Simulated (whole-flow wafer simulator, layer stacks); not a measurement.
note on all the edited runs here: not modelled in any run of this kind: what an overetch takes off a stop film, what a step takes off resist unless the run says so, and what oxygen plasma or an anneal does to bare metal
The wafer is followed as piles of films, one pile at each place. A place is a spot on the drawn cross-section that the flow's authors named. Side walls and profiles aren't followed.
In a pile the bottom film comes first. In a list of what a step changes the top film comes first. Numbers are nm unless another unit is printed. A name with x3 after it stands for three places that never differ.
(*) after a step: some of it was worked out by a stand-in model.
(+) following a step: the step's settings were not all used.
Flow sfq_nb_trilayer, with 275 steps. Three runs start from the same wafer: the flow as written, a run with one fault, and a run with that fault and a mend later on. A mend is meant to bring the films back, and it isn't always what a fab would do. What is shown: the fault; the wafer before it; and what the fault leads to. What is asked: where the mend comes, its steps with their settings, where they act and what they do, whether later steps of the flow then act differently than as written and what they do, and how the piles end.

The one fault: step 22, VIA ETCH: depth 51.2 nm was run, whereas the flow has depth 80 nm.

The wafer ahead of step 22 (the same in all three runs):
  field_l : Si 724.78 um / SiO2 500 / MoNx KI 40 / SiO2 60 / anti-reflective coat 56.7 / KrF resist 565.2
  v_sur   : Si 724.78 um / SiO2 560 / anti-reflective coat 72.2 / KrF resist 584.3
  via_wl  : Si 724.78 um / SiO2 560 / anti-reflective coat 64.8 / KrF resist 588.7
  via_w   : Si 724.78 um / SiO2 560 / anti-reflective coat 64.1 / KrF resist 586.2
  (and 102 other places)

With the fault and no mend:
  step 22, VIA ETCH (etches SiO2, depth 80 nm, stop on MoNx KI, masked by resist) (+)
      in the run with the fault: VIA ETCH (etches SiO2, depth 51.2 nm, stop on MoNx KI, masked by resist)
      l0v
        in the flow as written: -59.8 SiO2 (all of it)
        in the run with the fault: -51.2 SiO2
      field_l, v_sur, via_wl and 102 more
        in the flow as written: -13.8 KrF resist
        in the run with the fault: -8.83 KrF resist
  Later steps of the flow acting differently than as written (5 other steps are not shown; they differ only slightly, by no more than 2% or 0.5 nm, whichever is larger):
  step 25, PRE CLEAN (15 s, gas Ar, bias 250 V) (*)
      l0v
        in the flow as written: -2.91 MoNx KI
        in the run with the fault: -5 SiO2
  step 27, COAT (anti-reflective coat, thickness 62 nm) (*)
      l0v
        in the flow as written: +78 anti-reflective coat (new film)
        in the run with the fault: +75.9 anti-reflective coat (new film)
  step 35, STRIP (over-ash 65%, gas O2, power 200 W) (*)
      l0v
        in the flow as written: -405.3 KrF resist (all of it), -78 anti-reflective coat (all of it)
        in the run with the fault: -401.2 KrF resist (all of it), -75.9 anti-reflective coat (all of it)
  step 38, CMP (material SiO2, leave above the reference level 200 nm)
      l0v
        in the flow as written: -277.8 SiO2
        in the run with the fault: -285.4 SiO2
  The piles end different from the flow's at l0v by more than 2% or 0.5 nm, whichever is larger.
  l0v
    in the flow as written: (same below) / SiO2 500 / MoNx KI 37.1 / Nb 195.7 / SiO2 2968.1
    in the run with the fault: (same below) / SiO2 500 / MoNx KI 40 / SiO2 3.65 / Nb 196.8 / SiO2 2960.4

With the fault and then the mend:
  After step 23 comes the mend.
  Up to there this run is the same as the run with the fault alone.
  step 23a, COAT (anti-reflective coat, thickness 62 nm) (*) (the flow's step 15, run once more)
      p4_fl x3, p4_w1 x9, p4_g1 x2 and 59 more
        +62 anti-reflective coat (new film)
      gap, jj_sur, ce_l and 7 more
        +63.6 anti-reflective coat (new film)
      be, be_sur, moat, field_r, lsp_l
        +63.7 anti-reflective coat (new film)
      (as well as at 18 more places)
  step 23b, COAT (KrF resist, thickness 650 nm) (*) (the flow's step 16, run once more)
      p4_fl x3, p4_w1 x9, p4_g1 x2 and 59 more
        +650 KrF resist (new film)
      jj_sur, ce_l, c5j, res, r_end
        +656.8 KrF resist (new film)
      ce_r, sp_r, be_r, r_sur
        +656.7 KrF resist (new film)
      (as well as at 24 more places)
  step 23c, SOFTBAKE (KrF resist) (the flow's step 17, run once more)
      leaves every film unchanged at each place that is followed
  step 23d, EXPOSE (photomask L0V, dose 12.41 mJ/cm2, NA 0.6, wavelength 248 nm) (*) (the flow's step 18, run once more)
      leaves every film unchanged at each place that is followed
  step 23e, PEB (KrF resist, 90 s) (the flow's step 19, run once more)
      p4_fl x3, p4_w1 x9, p4_g1 x2 and 59 more
        -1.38 KrF resist
      via_v, wire, be and 17 more
        -1.39 KrF resist
      v_sur, via_w, via_wr, via_sp, ln_m6
        -1.4 KrF resist
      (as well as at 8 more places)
  step 23f, DEVELOP (KrF resist, thickness 650 nm, 60 s) (the flow's step 20, run once more)
      field_l, v_sur, via_wl and 102 more
        -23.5 KrF resist
      l0v
        -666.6 KrF resist (all of it)
  step 23g, VIA ETCH (etches anti-reflective coat, depth 125 nm, masked by resist) (*) (+) (the flow's step 21, run once more)
      field_l, v_sur, via_wl and 102 more
        -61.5 KrF resist
      l0v
        -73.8 anti-reflective coat (all of it), -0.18 SiO2
  step 23h, VIA ETCH (etches SiO2, depth 28.8 nm, stop on MoNx KI, masked by resist) (+) (the flow's step 22, run once more with other settings)
      field_l, v_sur, via_wl and 102 more
        -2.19 KrF resist
      l0v
        -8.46 SiO2 (all of it)
  step 23i, STRIP (over-ash 65%, gas O2, power 200 W) (*) (the flow's step 23, run once more)
      p4_fl x3, p4_w1 x9, p4_g1 x2 and 59 more
        -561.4 KrF resist (all of it), -62 anti-reflective coat (all of it)
      c5j, ce_r, sp_r, be_r, r_sur
        -568.1 KrF resist (all of it), -63.6 anti-reflective coat (all of it)
      jj_sur, ce_l, res, r_end
        -568.2 KrF resist (all of it), -63.6 anti-reflective coat (all of it)
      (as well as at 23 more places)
  Later steps of the flow that are run all act as written at every place that is followed.
  At every place that both follow, the piles at the end match the flow's.
